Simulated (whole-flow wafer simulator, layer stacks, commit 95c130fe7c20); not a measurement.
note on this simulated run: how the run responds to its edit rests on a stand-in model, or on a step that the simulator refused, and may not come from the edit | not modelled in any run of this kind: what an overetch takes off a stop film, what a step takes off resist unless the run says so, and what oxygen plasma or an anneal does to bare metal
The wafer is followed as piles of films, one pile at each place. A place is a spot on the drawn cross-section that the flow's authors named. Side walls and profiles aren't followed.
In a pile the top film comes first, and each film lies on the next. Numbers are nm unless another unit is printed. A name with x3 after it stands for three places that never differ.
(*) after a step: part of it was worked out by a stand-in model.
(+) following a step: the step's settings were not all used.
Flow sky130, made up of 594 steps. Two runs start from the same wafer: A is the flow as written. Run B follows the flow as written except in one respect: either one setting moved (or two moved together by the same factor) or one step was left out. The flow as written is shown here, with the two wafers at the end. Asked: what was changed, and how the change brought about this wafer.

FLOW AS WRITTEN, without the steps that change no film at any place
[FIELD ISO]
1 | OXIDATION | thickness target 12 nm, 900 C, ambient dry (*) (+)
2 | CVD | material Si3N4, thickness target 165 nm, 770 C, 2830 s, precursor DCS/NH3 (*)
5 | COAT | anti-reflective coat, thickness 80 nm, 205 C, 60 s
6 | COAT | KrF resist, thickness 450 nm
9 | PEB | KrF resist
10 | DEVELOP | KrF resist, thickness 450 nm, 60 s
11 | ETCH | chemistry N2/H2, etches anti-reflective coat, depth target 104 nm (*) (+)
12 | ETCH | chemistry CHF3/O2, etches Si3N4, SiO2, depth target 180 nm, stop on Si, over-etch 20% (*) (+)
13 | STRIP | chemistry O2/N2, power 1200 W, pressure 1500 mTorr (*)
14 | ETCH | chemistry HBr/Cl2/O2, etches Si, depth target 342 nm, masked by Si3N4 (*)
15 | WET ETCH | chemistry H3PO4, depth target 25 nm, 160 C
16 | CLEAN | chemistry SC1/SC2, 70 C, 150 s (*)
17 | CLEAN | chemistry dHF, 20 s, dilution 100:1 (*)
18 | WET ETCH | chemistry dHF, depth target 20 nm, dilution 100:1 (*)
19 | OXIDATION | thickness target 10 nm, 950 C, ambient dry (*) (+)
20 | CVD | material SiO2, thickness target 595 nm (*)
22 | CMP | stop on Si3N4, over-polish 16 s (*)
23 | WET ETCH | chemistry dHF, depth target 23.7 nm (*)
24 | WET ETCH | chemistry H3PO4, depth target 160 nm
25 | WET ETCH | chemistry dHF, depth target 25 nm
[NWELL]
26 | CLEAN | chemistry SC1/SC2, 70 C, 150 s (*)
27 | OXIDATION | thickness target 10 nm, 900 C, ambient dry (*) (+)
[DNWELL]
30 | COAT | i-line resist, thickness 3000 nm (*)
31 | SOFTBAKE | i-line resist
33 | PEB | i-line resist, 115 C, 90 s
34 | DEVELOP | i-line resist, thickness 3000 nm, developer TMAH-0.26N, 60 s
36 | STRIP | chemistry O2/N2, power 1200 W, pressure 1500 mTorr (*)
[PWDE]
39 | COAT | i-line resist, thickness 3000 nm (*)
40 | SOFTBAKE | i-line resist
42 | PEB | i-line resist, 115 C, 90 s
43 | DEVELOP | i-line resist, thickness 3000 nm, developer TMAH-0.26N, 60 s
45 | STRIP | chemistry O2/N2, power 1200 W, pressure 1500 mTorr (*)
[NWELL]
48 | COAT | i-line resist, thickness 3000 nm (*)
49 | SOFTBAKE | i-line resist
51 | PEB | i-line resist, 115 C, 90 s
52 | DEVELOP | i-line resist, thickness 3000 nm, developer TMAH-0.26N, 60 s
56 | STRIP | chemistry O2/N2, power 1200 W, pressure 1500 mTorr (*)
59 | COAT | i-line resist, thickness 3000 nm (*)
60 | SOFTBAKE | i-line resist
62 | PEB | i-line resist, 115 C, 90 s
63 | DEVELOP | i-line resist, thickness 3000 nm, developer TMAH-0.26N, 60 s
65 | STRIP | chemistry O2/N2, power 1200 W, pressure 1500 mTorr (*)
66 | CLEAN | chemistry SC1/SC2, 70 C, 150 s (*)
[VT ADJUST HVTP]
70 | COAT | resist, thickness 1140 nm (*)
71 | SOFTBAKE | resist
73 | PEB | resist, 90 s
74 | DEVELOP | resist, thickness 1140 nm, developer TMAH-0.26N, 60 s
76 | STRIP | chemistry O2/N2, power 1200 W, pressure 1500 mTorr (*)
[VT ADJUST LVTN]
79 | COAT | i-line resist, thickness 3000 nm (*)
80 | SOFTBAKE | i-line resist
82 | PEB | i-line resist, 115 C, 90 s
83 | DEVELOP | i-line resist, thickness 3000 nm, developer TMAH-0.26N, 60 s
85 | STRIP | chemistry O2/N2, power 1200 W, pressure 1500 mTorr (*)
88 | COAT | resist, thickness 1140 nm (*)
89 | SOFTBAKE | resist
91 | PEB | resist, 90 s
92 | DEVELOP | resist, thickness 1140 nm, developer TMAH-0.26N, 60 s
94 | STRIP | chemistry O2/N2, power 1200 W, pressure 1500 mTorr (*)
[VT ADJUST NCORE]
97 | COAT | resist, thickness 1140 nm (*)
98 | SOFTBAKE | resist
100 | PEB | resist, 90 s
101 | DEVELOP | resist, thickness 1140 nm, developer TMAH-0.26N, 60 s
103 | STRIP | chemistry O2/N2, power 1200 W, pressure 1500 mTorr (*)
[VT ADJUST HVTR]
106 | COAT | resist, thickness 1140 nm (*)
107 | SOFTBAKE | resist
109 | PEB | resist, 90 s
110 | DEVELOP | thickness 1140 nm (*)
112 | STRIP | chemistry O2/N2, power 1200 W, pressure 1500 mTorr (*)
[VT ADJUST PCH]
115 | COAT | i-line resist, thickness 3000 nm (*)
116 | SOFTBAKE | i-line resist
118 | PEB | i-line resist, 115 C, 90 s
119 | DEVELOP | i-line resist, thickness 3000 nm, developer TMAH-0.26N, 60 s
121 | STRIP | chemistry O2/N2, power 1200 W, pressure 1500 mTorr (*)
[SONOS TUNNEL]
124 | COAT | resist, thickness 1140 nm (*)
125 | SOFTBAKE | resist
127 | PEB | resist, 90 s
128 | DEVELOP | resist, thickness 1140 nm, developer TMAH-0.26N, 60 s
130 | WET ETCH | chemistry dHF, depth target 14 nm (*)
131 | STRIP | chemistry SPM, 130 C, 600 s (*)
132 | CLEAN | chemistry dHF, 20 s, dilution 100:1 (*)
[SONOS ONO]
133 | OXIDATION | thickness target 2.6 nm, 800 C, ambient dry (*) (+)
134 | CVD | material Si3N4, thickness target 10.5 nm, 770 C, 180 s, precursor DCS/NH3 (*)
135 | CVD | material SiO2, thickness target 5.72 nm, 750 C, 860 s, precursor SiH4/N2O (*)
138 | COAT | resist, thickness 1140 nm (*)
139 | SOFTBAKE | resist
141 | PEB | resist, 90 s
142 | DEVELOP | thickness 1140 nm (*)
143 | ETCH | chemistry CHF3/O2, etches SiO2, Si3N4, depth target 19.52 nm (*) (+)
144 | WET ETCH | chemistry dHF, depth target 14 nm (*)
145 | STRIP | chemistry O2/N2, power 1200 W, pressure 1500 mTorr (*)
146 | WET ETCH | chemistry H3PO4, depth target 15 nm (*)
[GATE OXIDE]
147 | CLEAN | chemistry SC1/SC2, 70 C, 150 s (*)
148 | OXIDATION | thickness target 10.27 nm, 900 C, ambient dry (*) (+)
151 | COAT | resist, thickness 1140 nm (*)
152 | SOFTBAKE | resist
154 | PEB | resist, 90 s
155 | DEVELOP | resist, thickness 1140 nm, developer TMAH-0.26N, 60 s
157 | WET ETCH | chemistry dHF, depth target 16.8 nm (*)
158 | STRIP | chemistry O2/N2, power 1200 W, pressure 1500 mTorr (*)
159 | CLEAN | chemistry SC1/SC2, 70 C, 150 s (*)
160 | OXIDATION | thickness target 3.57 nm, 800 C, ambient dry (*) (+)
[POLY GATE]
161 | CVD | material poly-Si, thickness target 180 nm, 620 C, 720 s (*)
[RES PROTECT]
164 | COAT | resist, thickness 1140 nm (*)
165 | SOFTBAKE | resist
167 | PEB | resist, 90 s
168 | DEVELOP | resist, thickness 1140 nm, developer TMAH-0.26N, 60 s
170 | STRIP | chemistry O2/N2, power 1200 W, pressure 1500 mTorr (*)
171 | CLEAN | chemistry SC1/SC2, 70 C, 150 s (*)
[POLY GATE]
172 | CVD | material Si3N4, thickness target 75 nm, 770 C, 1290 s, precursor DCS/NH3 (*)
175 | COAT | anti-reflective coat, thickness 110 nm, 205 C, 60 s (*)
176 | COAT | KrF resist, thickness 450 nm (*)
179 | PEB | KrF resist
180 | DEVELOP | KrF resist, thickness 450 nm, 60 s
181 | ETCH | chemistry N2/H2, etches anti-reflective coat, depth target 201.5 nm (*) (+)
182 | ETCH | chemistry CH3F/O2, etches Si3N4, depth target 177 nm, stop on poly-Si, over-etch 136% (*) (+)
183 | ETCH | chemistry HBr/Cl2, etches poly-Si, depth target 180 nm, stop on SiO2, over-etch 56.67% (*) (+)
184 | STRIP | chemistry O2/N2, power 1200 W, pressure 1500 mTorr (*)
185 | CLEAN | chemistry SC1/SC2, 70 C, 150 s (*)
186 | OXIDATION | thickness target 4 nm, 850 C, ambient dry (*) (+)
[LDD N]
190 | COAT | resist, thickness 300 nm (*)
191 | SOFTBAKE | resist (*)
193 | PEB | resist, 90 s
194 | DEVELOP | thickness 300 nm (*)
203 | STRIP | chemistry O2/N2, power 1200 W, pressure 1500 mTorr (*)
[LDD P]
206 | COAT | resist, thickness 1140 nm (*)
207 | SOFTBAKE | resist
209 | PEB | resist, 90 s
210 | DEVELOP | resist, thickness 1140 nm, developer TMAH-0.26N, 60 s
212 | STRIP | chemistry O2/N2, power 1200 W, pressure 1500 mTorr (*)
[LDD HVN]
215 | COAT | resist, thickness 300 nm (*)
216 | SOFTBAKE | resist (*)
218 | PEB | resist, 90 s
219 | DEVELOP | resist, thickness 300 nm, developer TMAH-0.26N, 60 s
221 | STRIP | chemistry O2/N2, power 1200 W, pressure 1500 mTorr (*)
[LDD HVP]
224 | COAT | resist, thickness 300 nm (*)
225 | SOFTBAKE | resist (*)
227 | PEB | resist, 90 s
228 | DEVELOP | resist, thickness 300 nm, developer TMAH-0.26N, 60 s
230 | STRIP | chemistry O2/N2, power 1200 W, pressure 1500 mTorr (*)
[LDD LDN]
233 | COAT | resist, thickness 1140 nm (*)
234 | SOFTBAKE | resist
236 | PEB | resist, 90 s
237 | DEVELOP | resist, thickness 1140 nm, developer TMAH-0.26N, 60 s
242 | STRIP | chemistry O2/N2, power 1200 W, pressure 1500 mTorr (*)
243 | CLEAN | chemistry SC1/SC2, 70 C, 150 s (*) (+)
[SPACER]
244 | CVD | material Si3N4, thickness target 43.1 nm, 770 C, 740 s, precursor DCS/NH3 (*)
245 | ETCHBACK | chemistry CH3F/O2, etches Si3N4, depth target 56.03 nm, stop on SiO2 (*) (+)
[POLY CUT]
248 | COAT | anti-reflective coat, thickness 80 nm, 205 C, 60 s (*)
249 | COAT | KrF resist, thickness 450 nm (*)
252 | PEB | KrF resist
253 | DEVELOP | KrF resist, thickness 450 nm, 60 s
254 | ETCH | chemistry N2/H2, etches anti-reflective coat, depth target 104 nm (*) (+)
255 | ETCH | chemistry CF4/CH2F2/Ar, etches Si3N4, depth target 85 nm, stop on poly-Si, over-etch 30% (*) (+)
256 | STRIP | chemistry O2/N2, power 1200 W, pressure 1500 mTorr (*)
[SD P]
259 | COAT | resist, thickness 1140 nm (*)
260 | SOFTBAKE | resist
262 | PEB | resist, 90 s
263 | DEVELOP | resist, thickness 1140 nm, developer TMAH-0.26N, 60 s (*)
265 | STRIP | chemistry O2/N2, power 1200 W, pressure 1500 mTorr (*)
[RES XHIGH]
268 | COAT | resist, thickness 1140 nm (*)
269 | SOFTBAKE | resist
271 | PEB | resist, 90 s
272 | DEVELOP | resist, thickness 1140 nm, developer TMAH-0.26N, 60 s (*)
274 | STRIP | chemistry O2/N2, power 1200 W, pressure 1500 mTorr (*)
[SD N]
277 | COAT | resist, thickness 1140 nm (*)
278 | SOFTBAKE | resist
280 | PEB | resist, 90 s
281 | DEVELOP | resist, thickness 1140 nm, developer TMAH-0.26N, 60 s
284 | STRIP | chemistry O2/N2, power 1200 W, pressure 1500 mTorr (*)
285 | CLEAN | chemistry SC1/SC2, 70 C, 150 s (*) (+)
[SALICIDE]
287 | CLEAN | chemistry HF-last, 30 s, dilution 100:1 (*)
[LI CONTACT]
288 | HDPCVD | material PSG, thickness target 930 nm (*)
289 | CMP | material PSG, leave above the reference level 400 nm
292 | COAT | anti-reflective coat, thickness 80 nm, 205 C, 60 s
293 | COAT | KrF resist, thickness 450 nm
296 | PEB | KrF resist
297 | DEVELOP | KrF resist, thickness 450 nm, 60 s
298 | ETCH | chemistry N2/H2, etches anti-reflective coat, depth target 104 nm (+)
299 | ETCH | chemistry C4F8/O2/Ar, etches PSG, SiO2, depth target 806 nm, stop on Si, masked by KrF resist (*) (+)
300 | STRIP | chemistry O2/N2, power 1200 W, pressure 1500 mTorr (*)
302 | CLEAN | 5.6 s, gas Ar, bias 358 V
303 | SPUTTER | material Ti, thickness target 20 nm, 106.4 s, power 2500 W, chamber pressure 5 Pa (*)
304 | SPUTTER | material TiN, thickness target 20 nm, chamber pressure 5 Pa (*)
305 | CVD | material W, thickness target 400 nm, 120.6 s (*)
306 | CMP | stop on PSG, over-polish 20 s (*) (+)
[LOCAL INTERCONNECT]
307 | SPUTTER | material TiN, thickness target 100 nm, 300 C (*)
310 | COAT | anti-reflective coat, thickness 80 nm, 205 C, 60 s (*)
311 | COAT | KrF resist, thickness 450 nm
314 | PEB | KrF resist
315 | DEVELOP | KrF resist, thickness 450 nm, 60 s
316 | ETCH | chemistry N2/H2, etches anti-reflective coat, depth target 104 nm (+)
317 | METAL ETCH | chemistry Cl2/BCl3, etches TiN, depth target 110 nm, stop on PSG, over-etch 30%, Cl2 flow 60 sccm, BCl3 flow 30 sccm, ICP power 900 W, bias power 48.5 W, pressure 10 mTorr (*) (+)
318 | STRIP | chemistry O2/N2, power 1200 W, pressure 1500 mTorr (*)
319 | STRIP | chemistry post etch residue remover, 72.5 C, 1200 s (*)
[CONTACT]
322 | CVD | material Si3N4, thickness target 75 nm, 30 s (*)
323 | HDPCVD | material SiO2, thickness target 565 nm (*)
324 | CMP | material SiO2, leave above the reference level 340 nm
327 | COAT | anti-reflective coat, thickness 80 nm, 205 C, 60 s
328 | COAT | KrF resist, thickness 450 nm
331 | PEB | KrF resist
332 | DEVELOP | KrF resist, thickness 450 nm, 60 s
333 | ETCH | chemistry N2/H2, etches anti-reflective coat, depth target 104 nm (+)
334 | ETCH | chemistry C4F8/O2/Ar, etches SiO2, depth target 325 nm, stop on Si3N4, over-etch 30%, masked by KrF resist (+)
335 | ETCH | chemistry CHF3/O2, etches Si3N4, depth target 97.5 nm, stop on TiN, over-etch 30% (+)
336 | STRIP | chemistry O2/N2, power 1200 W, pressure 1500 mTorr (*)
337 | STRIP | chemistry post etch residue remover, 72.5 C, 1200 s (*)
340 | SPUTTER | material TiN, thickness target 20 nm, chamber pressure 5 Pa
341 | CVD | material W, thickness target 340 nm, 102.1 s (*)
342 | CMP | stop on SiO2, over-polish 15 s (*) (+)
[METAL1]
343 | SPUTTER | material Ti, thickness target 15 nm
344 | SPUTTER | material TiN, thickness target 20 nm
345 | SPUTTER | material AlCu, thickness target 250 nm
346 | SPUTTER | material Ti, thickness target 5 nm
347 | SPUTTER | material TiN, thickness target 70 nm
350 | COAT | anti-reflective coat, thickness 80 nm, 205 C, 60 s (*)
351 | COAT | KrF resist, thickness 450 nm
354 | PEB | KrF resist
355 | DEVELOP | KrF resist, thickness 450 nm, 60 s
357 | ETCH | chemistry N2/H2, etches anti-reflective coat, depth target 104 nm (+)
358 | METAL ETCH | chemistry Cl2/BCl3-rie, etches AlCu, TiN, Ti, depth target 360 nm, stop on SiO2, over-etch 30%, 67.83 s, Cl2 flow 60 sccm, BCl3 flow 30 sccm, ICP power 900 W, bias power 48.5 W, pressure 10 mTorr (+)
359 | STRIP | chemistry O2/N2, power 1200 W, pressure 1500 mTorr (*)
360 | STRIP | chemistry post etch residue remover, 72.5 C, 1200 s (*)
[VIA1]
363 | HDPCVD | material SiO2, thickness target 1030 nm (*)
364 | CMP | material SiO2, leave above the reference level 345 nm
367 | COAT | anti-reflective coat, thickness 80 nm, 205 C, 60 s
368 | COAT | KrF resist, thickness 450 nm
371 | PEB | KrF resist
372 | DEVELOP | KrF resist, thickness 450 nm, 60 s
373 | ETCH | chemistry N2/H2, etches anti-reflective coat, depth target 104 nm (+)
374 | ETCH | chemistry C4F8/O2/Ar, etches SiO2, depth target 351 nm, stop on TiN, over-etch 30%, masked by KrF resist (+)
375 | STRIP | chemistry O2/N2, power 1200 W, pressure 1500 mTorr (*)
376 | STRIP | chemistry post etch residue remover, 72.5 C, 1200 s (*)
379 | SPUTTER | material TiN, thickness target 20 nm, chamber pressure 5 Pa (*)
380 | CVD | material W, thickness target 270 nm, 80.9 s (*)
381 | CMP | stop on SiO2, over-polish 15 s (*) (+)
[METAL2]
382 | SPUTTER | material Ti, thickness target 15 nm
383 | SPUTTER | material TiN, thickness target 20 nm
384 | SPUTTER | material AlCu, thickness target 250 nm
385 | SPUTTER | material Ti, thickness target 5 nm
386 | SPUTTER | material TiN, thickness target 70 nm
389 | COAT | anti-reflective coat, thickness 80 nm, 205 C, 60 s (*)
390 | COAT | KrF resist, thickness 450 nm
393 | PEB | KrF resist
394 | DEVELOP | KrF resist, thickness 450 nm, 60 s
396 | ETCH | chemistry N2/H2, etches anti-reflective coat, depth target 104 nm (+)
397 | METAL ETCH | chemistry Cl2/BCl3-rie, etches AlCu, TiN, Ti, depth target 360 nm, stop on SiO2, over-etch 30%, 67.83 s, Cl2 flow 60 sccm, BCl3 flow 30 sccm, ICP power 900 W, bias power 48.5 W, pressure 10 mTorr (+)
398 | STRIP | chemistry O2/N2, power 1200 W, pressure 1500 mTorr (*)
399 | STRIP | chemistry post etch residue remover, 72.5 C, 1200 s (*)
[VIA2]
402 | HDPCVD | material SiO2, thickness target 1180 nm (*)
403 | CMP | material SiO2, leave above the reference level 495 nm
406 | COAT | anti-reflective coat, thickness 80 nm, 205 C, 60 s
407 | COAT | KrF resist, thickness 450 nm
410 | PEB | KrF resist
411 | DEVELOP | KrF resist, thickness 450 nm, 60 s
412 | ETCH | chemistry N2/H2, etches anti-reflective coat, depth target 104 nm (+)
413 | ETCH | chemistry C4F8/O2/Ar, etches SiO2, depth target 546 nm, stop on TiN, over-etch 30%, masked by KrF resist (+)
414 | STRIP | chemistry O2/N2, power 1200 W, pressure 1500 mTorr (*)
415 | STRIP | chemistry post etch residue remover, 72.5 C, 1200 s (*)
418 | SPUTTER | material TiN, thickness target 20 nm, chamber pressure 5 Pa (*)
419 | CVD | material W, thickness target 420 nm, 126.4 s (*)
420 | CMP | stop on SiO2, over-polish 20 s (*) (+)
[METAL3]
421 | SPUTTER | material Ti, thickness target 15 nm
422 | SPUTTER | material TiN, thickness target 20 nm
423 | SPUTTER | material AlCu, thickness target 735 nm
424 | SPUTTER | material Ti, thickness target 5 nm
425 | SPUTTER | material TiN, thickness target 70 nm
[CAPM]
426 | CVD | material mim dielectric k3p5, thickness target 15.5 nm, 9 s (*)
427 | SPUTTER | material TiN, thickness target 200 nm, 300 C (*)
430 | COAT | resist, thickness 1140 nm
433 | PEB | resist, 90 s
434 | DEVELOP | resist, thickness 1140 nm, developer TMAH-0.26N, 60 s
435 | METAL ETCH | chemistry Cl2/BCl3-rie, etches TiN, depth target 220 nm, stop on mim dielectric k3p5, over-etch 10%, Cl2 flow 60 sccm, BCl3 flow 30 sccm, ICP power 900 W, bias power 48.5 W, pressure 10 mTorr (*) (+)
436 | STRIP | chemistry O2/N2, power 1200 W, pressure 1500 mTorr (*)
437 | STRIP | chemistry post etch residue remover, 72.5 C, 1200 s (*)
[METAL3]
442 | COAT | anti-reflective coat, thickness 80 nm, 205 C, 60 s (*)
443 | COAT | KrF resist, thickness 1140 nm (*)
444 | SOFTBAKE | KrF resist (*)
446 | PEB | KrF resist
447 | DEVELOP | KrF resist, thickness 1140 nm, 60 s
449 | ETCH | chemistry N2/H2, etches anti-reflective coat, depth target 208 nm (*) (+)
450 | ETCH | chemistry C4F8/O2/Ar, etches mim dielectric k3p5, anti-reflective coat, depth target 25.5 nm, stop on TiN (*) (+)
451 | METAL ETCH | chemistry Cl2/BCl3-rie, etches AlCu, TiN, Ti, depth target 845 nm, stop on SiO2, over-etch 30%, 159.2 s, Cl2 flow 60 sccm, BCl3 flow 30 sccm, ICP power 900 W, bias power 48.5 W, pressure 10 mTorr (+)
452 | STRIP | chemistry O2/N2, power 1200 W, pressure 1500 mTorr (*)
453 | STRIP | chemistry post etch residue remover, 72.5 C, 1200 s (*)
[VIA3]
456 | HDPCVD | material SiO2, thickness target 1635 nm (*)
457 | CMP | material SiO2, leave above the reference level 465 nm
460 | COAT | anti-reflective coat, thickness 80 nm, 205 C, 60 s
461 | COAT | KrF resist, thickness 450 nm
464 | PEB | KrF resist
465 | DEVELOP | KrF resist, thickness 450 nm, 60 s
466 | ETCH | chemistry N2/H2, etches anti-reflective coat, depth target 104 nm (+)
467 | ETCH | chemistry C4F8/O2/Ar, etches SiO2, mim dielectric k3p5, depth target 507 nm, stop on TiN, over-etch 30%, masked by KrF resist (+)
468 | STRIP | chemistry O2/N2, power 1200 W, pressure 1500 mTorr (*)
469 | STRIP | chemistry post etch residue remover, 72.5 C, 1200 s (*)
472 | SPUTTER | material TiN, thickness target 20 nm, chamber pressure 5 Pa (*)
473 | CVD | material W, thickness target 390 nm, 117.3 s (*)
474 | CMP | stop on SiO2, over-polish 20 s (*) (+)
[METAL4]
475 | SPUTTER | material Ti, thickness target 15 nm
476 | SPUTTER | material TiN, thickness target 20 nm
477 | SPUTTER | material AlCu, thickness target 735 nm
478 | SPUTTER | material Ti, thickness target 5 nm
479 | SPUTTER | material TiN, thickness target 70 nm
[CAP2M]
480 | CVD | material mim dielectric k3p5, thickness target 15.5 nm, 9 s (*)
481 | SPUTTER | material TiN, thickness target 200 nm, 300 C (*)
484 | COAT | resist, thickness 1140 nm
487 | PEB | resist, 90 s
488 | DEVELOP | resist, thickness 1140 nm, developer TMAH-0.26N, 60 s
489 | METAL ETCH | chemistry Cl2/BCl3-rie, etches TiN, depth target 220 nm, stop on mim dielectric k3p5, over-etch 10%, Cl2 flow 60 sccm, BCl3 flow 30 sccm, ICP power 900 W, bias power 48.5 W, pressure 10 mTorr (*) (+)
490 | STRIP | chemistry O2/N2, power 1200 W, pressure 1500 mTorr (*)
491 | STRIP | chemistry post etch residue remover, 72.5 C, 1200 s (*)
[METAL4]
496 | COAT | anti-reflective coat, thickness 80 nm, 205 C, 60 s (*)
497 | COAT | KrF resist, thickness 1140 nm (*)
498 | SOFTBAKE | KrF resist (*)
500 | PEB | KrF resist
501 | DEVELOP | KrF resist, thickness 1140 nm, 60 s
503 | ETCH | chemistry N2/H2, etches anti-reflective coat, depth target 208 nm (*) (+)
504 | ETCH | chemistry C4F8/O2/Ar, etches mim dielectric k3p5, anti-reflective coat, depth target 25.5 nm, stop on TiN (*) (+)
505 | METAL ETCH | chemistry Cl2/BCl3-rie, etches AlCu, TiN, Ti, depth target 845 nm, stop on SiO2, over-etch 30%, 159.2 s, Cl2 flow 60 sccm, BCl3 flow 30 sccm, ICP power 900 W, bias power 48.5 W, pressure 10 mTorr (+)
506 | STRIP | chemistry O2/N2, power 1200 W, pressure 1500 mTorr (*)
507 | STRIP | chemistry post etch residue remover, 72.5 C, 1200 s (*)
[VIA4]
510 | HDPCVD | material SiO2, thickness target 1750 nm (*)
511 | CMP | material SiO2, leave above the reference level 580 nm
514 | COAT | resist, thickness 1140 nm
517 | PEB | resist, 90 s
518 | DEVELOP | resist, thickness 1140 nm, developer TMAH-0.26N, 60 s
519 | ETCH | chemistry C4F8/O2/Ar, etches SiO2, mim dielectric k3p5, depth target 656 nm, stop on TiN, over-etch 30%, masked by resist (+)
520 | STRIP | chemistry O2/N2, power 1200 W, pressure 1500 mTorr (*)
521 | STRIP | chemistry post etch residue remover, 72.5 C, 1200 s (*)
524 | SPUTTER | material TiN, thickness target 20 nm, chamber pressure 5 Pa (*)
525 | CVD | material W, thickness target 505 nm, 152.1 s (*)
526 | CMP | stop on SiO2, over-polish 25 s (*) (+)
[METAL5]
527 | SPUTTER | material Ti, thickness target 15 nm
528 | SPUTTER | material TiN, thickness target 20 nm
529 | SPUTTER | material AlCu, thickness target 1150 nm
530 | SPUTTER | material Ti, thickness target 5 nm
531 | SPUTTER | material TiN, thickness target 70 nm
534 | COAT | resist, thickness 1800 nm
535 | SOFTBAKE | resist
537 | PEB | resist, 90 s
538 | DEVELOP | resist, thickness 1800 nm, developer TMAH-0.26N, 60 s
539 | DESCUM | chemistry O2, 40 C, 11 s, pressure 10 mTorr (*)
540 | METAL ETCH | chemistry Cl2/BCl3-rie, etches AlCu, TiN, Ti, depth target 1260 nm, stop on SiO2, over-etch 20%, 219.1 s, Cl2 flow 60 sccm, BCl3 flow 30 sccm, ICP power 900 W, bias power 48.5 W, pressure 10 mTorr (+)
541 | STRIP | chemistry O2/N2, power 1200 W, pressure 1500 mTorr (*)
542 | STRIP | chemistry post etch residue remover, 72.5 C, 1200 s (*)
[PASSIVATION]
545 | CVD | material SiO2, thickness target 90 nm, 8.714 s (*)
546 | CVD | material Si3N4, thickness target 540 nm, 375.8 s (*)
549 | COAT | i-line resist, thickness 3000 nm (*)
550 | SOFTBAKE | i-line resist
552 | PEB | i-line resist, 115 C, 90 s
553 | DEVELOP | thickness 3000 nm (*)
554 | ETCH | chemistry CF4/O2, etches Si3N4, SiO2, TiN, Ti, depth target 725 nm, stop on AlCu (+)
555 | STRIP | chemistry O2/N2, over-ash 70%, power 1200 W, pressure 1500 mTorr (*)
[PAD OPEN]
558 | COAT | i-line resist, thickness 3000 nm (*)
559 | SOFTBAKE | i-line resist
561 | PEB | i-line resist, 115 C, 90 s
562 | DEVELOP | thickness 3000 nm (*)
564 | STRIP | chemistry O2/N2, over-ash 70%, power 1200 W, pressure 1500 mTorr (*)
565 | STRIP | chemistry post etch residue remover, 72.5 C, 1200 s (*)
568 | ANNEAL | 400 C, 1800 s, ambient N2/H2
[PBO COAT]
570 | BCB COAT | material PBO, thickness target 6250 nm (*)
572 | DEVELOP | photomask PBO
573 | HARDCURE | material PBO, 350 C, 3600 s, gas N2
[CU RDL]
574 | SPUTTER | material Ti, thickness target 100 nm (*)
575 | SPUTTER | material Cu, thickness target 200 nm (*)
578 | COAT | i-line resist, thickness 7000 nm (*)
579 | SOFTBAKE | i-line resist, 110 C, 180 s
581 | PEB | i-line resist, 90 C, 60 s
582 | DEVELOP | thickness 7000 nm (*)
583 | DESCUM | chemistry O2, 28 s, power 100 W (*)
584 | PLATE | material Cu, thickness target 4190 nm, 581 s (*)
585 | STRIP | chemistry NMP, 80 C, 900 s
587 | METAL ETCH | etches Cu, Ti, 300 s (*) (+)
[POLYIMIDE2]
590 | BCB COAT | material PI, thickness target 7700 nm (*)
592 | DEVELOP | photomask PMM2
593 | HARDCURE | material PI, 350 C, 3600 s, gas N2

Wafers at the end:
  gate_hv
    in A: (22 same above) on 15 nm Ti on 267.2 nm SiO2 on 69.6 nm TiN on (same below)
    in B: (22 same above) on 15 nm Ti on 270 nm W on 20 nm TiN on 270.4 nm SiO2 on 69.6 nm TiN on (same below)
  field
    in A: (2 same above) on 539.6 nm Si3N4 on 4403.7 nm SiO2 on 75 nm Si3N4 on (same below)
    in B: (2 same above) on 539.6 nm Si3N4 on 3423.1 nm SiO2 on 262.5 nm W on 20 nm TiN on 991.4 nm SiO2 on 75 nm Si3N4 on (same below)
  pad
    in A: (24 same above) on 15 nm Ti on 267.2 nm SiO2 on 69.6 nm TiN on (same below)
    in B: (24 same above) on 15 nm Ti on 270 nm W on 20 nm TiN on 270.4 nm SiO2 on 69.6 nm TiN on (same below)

The reason: step 381, CMP: stop on SiO2, over-polish 15 s (*) (+), was not run.

How this came from the change, step by step:
  397 | METAL ETCH | chemistry Cl2/BCl3-rie, etches AlCu, TiN, Ti, depth target 360 nm, stop on SiO2, over-etch 30%, 67.83 s, Cl2 flow 60 sccm, BCl3 flow 30 sccm, ICP power 900 W, bias power 48.5 W, pressure 10 mTorr (+)
      field, active, gate and 82 more: A -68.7 TiN (all of it), -5 Ti (all of it), -250 AlCu (all of it), -20 TiN (all of it), -15 Ti (all of it), -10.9 SiO2 | B -68.7 TiN (all of it), -5 Ti (all of it), -250 AlCu (all of it), -20 TiN (all of it), -15 Ti (all of it), -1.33 W
  399 | STRIP | chemistry post etch residue remover, 72.5 C, 1200 s (*)
      field, active, gate and 82 more: A nothing | B -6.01 W
  402 | HDPCVD | material SiO2, thickness target 1180 nm (*)
      field, active, gate and 82 more: A +1180 SiO2 | B +1180 SiO2 (new film)
Taking metal films that touch as one body, field has 1 body; the flow as written gives 0 bodies.
